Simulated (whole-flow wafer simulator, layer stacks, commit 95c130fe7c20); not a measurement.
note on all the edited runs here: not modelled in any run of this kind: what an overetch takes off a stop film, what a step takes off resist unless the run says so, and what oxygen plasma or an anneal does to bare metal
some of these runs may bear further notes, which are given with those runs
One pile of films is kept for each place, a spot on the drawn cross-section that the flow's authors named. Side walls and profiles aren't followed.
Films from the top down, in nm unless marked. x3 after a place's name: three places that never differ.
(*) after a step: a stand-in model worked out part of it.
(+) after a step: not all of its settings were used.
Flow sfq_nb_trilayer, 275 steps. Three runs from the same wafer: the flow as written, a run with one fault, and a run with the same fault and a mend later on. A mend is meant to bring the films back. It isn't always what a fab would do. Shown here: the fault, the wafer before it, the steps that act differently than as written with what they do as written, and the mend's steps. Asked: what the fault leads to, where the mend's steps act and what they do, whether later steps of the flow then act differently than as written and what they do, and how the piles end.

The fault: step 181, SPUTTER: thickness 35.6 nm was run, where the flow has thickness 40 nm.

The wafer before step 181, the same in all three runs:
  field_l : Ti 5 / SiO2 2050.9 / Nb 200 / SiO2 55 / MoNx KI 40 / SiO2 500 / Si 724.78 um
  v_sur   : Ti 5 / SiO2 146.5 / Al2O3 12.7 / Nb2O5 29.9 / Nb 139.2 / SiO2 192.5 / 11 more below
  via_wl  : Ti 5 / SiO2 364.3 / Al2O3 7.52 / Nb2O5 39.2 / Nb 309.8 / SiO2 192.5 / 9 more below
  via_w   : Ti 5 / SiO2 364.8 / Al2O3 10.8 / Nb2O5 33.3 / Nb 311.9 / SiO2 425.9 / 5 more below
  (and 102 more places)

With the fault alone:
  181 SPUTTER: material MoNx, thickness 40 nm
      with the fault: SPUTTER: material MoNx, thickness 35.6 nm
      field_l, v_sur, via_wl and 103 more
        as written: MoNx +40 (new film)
        with the fault: MoNx +35.6 (new film)
  Later steps of the flow that act differently than as written (12 more steps differ only slightly, by at most 2% or 0.5 nm, whichever is larger, and aren't shown):
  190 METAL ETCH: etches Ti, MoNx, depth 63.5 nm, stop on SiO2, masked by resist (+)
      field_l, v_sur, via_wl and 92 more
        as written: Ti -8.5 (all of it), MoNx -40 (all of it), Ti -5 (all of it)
        with the fault: Ti -8.5 (all of it), MoNx -35.6 (all of it), Ti -5 (all of it)
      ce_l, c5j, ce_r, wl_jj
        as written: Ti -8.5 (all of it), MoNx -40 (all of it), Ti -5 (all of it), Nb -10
        with the fault: Ti -8.5 (all of it), MoNx -35.6 (all of it), Ti -5 (all of it), Nb -14.4
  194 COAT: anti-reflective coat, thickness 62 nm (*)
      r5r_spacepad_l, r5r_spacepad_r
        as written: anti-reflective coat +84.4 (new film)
        with the fault: anti-reflective coat +82.5 (new film)
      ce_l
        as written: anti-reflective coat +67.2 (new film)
        with the fault: anti-reflective coat +69.1 (new film)
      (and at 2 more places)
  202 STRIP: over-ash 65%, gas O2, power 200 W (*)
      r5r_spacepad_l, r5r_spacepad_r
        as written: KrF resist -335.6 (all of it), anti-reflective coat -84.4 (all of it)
        with the fault: KrF resist -335.5 (all of it), anti-reflective coat -82.5 (all of it)
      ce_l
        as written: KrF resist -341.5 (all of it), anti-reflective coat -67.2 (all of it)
        with the fault: KrF resist -342.7 (all of it), anti-reflective coat -69.1 (all of it)
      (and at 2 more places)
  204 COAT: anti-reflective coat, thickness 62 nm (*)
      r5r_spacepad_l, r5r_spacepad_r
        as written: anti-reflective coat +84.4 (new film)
        with the fault: anti-reflective coat +82.5 (new film)
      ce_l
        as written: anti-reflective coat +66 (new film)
        with the fault: anti-reflective coat +68 (new film)
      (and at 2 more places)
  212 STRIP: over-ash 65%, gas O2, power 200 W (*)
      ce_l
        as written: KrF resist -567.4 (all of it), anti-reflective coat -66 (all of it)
        with the fault: KrF resist -568.3 (all of it), anti-reflective coat -68 (all of it)
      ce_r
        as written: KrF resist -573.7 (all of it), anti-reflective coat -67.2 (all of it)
        with the fault: KrF resist -574.1 (all of it), anti-reflective coat -69.2 (all of it)
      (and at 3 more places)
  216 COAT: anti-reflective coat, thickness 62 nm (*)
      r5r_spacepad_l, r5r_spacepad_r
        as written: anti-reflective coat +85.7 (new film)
        with the fault: anti-reflective coat +83.6 (new film)
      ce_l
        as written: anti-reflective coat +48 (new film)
        with the fault: anti-reflective coat +49.4 (new film)
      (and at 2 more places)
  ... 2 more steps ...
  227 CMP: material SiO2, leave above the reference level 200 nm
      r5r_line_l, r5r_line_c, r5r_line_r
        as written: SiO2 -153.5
        with the fault: SiO2 -149.1
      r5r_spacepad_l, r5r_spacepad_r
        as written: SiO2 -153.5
        with the fault: SiO2 -146.6
  At the end the piles differ from the flow's by more than 2% or 0.5 nm, whichever is larger, at ce_l, ce_r, be_r and 7 more.
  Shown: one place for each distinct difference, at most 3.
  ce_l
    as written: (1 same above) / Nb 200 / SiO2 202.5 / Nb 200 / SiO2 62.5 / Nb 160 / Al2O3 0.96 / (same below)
    with the fault: (1 same above) / Nb 200 / SiO2 206.9 / Nb 200 / SiO2 62.5 / Nb 155.6 / Al2O3 0.96 / (same below)
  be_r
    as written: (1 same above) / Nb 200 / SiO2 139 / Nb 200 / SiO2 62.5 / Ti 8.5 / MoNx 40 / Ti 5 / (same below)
    with the fault: (1 same above) / Nb 200 / SiO2 143.4 / Nb 200 / SiO2 62.5 / Ti 8.5 / MoNx 35.6 / Ti 5 / (same below)
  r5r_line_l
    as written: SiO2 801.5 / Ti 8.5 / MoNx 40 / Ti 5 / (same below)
    with the fault: SiO2 805.9 / Ti 8.5 / MoNx 35.6 / Ti 5 / (same below)

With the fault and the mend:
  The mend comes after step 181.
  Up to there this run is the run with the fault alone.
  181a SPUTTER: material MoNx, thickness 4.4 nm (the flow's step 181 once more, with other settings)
      field_l, v_sur, via_wl and 103 more
        MoNx +4.4
  No later step of the flow acts differently than as written at any place that is followed.
  At the end the piles are the same as the flow's at every place that both follow.
